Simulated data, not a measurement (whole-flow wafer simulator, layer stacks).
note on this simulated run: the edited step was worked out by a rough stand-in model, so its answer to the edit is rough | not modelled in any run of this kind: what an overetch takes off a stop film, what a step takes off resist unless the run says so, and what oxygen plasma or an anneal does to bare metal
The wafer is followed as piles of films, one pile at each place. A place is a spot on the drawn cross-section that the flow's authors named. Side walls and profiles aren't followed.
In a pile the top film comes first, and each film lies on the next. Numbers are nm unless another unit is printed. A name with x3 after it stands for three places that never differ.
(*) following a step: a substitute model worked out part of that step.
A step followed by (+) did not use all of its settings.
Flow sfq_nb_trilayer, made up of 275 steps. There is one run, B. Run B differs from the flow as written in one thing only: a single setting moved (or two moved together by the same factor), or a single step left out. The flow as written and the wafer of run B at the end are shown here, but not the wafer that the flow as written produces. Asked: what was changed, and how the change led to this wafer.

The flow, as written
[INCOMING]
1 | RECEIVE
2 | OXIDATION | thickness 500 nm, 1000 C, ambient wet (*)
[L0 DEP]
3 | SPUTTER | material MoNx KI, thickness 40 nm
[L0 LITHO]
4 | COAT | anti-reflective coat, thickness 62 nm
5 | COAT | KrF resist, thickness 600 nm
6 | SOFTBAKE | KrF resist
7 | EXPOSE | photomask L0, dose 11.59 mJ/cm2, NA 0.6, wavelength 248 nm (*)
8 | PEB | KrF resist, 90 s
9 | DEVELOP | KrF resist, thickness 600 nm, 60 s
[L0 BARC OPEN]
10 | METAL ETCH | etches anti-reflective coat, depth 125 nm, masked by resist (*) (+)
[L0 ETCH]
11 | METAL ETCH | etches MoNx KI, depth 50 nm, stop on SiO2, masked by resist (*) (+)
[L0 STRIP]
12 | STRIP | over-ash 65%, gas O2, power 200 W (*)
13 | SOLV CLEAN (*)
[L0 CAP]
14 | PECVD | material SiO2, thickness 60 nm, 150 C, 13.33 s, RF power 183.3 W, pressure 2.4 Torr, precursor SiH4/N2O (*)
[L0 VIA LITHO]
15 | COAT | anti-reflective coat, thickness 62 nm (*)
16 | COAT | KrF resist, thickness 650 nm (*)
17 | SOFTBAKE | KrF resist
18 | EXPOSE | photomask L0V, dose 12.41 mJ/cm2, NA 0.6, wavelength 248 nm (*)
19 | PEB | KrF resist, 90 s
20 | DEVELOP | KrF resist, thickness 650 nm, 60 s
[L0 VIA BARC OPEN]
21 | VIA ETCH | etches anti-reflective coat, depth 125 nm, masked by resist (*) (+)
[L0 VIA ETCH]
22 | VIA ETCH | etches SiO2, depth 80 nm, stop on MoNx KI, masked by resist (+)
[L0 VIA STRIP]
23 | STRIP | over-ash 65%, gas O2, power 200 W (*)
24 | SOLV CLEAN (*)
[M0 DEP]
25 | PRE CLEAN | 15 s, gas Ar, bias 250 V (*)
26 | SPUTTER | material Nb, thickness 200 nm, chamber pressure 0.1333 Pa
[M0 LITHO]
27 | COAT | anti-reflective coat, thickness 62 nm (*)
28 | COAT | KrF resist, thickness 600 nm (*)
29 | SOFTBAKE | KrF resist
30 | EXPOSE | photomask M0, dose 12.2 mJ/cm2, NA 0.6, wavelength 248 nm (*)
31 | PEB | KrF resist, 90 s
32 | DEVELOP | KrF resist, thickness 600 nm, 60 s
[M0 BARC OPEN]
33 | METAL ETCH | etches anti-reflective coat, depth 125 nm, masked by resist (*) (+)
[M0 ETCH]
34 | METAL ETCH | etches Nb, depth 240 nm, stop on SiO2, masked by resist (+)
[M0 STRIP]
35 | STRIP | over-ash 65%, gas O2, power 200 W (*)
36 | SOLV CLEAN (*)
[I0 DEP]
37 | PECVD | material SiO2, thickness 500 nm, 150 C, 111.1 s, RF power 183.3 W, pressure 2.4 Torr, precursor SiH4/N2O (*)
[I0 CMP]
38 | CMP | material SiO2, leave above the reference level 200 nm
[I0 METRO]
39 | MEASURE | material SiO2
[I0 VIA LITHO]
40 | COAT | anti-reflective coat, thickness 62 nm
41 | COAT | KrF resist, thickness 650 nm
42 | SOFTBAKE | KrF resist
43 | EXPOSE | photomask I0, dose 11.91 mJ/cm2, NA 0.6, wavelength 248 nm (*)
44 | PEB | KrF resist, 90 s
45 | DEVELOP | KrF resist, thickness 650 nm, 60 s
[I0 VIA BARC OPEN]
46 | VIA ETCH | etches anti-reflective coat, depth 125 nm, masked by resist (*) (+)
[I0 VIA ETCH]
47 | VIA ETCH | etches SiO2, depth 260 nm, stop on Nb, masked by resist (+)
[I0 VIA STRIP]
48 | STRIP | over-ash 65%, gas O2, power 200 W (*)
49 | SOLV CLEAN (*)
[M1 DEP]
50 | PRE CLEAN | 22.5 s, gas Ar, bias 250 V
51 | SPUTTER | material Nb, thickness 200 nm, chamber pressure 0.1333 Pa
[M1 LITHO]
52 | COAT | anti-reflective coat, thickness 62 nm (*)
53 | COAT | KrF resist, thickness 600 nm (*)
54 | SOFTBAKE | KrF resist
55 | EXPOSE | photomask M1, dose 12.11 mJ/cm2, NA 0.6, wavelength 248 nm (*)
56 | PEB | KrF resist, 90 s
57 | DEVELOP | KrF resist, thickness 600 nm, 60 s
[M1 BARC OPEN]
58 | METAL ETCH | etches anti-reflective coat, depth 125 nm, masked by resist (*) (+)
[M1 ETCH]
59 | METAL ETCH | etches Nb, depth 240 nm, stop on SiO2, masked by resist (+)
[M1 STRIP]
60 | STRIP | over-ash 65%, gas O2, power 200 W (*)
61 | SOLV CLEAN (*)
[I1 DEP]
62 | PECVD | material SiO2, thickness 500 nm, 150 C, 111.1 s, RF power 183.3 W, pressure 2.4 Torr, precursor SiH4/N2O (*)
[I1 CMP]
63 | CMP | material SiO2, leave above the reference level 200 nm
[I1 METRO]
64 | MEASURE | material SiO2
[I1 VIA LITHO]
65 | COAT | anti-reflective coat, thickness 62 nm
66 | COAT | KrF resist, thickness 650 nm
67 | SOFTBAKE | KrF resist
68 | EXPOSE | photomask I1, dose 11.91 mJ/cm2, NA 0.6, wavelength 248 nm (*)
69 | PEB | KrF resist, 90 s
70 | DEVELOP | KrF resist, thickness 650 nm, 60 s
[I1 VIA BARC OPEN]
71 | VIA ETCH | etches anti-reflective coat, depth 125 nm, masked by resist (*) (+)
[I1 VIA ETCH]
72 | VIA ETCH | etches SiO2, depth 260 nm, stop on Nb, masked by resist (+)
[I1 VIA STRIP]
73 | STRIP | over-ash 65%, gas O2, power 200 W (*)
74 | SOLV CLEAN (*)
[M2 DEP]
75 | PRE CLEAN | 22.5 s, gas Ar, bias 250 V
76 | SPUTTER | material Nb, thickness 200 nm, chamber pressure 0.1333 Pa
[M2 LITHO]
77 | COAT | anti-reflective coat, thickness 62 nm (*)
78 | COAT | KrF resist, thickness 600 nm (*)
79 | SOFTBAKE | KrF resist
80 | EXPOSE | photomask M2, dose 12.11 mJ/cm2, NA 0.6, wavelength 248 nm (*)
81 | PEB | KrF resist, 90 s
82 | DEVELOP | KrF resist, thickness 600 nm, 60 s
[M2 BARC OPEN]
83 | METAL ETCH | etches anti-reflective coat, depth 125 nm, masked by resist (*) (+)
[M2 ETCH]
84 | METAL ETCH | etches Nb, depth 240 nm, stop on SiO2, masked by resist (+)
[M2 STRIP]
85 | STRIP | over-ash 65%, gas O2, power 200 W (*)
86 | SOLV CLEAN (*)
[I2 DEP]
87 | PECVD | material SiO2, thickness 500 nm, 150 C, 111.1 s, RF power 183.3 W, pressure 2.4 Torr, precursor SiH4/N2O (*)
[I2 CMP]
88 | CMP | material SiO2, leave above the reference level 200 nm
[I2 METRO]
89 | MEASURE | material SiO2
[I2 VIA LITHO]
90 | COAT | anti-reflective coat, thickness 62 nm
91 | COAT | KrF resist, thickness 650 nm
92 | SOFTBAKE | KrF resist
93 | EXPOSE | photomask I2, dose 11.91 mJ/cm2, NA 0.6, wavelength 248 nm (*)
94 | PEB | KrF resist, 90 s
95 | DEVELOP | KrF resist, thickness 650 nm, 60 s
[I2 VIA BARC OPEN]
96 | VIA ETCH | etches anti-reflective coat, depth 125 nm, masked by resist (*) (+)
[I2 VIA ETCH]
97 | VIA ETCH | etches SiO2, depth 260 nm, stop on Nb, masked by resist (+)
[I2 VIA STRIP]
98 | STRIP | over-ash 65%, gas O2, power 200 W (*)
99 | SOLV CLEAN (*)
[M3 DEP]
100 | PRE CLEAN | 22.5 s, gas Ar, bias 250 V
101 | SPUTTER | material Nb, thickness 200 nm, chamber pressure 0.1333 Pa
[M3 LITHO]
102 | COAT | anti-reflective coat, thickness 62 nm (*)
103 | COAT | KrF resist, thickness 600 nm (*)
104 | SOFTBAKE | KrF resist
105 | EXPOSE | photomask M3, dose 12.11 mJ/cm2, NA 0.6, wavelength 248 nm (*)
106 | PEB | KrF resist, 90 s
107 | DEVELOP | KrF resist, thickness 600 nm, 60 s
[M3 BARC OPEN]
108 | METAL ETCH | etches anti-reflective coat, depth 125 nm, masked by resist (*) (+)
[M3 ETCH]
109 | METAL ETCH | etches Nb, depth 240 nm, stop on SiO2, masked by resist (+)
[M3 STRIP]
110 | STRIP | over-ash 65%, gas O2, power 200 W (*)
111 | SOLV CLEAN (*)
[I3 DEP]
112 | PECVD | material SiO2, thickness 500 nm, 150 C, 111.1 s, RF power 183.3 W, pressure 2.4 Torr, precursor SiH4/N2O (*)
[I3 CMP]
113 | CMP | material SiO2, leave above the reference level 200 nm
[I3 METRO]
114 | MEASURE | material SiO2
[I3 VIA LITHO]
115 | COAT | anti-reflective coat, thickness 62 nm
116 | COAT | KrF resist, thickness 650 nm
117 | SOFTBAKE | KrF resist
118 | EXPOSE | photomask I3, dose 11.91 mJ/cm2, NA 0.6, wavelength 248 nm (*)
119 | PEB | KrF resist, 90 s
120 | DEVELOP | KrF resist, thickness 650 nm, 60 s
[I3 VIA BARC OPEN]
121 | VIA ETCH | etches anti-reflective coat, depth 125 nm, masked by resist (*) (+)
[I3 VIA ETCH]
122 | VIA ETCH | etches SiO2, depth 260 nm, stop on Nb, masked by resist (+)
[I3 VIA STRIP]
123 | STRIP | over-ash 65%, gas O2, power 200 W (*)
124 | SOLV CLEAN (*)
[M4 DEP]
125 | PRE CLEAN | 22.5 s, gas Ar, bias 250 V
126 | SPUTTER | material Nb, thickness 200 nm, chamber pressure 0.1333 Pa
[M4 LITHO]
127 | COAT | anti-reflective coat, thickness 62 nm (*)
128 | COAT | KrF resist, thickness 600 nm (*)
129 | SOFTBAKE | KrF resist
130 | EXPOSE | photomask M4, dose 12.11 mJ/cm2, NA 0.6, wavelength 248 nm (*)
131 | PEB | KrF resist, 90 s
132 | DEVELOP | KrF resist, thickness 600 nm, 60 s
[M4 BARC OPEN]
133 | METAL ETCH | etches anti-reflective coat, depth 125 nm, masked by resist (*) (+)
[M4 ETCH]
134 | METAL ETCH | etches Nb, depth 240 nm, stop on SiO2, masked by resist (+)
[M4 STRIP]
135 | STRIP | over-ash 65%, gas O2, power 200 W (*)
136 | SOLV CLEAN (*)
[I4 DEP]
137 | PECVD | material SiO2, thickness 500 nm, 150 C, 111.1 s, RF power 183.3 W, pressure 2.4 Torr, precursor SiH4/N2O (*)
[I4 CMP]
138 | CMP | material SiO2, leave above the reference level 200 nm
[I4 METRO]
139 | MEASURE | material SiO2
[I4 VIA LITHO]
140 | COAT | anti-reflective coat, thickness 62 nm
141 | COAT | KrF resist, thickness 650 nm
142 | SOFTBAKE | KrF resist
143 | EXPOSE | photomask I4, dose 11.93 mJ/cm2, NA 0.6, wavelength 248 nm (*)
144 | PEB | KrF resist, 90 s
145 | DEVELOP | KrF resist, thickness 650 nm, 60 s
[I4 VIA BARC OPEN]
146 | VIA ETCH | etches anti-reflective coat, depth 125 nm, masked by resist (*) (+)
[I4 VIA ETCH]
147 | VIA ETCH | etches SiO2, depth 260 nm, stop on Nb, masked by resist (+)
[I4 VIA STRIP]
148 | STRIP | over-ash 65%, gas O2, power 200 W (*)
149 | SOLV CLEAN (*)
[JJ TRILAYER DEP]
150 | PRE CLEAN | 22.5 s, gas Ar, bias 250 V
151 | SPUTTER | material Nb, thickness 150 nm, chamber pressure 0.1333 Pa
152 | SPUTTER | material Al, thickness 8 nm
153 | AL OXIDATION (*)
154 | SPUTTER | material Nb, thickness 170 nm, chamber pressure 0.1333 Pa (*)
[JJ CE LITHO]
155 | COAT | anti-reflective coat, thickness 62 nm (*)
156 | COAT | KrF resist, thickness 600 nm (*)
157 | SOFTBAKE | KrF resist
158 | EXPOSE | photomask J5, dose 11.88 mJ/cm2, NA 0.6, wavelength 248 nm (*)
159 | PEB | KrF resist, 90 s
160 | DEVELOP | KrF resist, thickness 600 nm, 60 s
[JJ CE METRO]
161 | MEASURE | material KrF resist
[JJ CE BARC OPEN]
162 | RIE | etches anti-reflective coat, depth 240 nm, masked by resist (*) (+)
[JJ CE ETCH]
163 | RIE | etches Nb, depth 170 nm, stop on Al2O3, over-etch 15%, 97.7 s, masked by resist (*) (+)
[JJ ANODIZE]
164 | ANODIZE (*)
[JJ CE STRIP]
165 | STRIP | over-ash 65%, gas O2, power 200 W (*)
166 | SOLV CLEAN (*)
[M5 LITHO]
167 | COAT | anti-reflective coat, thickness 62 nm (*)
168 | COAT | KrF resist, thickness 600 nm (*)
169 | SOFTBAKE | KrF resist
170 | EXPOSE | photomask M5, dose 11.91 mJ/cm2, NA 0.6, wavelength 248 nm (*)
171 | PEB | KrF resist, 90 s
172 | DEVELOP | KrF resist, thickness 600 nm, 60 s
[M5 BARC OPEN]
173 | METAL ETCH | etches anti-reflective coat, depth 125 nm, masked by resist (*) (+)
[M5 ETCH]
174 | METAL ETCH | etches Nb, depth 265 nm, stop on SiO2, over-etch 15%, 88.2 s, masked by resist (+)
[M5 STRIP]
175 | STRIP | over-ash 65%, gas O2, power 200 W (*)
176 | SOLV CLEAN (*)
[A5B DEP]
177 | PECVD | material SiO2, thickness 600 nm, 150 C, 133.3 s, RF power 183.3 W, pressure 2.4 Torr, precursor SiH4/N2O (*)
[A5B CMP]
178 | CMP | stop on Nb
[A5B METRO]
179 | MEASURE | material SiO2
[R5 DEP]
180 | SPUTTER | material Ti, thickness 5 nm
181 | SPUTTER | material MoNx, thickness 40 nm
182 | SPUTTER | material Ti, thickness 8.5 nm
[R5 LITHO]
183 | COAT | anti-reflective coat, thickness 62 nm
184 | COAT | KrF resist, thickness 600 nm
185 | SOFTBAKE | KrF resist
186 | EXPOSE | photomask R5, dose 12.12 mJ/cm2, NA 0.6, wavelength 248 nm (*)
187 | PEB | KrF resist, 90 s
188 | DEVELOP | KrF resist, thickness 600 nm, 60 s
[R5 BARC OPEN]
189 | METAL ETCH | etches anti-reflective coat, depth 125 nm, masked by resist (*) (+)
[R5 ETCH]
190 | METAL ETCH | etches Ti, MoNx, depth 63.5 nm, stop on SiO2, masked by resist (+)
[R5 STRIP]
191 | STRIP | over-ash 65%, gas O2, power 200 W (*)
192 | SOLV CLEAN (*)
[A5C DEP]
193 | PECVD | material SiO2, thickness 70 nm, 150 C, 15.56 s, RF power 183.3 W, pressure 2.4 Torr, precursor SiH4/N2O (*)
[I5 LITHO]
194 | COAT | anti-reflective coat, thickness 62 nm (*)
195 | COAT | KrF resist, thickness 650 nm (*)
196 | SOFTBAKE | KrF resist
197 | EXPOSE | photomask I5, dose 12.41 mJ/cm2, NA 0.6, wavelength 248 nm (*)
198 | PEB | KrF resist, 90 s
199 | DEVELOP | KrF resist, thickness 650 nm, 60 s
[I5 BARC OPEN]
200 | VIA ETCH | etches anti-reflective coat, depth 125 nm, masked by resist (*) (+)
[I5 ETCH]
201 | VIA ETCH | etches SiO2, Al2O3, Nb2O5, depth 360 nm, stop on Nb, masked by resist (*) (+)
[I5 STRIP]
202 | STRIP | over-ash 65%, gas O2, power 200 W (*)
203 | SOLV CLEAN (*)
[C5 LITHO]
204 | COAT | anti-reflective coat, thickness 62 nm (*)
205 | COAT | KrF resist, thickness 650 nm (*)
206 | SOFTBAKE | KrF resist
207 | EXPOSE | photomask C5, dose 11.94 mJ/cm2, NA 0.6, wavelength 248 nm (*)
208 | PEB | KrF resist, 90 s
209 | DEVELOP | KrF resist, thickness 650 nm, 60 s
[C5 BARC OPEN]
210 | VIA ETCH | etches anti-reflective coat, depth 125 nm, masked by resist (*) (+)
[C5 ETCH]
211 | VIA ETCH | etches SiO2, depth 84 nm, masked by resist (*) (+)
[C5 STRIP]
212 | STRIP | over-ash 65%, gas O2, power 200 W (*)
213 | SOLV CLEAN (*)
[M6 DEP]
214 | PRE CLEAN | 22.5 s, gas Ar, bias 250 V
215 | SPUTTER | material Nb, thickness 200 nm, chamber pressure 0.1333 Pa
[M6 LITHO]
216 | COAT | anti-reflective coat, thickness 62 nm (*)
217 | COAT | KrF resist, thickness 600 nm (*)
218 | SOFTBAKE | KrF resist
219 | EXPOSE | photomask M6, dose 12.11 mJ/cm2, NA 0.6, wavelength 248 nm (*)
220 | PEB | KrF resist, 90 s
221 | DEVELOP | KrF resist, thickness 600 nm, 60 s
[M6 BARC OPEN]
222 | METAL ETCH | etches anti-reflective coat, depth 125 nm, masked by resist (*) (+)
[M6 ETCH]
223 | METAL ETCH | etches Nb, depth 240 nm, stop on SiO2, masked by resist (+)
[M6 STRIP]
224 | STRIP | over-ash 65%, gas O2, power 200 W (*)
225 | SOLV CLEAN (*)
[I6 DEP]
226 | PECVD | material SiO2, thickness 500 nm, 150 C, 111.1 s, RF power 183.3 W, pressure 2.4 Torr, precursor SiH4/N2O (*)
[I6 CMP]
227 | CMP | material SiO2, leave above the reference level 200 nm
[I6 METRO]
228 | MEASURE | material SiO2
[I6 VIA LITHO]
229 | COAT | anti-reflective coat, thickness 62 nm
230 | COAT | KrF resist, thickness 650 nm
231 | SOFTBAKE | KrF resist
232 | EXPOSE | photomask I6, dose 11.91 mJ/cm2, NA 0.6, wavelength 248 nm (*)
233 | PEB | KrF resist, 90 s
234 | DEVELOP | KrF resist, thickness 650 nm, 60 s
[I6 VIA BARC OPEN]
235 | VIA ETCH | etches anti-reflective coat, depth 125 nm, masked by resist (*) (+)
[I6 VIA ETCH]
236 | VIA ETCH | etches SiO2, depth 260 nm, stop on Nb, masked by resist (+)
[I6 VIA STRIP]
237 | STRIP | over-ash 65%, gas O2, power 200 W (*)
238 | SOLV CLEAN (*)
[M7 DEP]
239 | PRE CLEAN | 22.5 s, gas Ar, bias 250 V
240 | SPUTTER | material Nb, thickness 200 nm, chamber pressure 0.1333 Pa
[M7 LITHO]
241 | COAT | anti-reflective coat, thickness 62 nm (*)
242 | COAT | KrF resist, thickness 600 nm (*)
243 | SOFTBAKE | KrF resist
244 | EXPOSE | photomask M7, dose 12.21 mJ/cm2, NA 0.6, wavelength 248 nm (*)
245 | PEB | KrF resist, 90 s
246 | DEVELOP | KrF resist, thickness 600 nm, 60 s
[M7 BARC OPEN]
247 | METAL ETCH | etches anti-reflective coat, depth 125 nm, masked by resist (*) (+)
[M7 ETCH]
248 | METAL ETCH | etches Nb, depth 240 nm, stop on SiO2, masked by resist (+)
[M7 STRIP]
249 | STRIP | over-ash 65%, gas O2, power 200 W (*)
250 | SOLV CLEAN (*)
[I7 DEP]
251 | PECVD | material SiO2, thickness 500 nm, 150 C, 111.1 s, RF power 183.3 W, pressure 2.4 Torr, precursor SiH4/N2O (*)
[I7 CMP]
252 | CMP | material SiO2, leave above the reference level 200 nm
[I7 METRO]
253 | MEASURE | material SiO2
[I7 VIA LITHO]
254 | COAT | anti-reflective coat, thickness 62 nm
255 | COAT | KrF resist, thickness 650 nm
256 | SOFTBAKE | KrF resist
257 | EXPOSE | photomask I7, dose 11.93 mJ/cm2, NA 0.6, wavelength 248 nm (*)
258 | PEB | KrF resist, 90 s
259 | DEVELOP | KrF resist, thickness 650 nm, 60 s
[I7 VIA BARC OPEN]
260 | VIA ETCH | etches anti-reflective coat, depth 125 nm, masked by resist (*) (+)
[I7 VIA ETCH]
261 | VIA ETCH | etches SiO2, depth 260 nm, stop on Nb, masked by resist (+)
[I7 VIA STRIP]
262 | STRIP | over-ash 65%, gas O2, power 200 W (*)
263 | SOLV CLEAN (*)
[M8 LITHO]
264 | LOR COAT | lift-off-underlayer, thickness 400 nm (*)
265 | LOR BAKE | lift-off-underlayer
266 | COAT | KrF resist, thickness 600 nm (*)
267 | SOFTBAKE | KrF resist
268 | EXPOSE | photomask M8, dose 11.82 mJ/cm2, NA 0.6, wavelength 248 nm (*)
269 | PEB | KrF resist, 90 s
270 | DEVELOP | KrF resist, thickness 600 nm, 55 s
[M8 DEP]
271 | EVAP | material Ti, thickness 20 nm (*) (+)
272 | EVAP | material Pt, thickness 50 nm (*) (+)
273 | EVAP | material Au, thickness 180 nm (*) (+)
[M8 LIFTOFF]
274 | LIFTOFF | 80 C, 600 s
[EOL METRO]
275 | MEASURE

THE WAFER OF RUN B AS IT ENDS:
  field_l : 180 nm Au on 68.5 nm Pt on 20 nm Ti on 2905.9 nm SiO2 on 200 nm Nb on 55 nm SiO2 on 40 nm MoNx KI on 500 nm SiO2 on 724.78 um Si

Cause: step 272, EVAP: thickness 68.5 nm was run, whereas the flow has thickness 50 nm.
The wafer itself shows it: field_l has Pt 68.5, and step 272 as written asks for 50 nm.

The path from the change to this, step by step:
  272 | EVAP | material Pt, thickness 50 nm (*) (+)
      field_l, v_sur, via_wl and 103 more: Pt gains 68.5 (new film) (as written it would have been: Pt gains 50 (new film))
  274 | LIFTOFF | 80 C, 600 s
      p4_fl, p4_fm, p4_w1 and 71 more: Au loses 180 (all of it), Pt loses 68.5 (all of it), Ti loses 20 (all of it), KrF resist loses 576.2 (all of it), lift-off-underlayer loses 400 (all of it) (as written it would have been: Au loses 180 (all of it), Pt loses 50 (all of it), Ti loses 20 (all of it), KrF resist loses 576.2 (all of it), lift-off-underlayer loses 400 (all of it))
      c5j, ce_r: Au loses 180 (all of it), Pt loses 68.5 (all of it), Ti loses 20 (all of it), KrF resist loses 573.3 (all of it), lift-off-underlayer loses 399.3 (all of it) (as written it would have been: Au loses 180 (all of it), Pt loses 50 (all of it), Ti loses 20 (all of it), KrF resist loses 573.3 (all of it), lift-off-underlayer loses 399.3 (all of it))
      (also at 19 further places)
